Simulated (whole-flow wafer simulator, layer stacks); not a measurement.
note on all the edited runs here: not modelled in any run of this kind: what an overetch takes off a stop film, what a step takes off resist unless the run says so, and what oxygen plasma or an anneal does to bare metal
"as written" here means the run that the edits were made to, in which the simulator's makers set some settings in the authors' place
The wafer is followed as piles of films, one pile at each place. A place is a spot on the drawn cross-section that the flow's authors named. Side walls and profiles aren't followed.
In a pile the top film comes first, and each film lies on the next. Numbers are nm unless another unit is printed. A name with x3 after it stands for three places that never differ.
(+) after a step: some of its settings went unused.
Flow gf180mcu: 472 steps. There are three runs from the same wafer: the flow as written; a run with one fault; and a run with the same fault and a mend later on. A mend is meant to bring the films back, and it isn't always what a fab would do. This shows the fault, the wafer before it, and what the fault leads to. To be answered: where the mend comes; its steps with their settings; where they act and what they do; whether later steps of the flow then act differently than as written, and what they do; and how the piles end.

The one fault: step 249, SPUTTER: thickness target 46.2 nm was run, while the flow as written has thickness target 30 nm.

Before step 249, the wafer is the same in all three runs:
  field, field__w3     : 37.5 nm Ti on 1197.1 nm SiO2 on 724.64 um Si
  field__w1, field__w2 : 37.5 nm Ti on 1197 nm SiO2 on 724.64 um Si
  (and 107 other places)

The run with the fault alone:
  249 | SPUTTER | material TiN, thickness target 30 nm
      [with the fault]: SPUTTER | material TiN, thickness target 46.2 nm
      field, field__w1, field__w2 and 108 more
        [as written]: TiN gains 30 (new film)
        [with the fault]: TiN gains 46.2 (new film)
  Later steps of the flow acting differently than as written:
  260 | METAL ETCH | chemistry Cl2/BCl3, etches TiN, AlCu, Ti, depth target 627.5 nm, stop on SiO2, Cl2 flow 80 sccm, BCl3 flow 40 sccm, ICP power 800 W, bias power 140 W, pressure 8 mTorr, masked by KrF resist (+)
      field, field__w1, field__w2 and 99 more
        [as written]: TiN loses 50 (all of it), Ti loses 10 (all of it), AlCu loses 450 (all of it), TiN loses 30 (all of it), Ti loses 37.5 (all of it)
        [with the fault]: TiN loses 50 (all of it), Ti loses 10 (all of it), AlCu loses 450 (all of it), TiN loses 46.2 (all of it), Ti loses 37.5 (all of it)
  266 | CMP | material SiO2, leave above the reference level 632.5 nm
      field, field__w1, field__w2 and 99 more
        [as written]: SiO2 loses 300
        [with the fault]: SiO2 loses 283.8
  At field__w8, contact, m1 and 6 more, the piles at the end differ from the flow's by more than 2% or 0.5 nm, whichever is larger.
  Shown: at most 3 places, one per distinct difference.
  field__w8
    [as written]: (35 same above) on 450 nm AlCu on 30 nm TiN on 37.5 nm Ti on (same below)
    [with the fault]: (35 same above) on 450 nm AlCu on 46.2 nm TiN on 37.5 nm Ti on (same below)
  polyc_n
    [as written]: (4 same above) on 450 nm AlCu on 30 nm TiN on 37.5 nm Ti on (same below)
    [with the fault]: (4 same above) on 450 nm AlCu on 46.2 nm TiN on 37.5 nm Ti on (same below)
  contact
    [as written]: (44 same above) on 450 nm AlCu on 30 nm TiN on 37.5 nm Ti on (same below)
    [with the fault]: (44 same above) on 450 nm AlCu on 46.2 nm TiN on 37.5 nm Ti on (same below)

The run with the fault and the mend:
  The mend stands after step 249.
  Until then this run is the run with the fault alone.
  249a | METAL ETCH | chemistry Cl2/BCl3, etches TiN, AlCu, Ti, depth target 16.2 nm, Cl2 flow 80 sccm, BCl3 flow 40 sccm, ICP power 800 W, bias power 140 W, pressure 8 mTorr
      field, field__w1, field__w2 and 108 more
        TiN loses 16.2
  None of the later steps of the flow acts differently than as written at any place that is followed.
  By the end, the piles equal the flow's at every place that both follow.
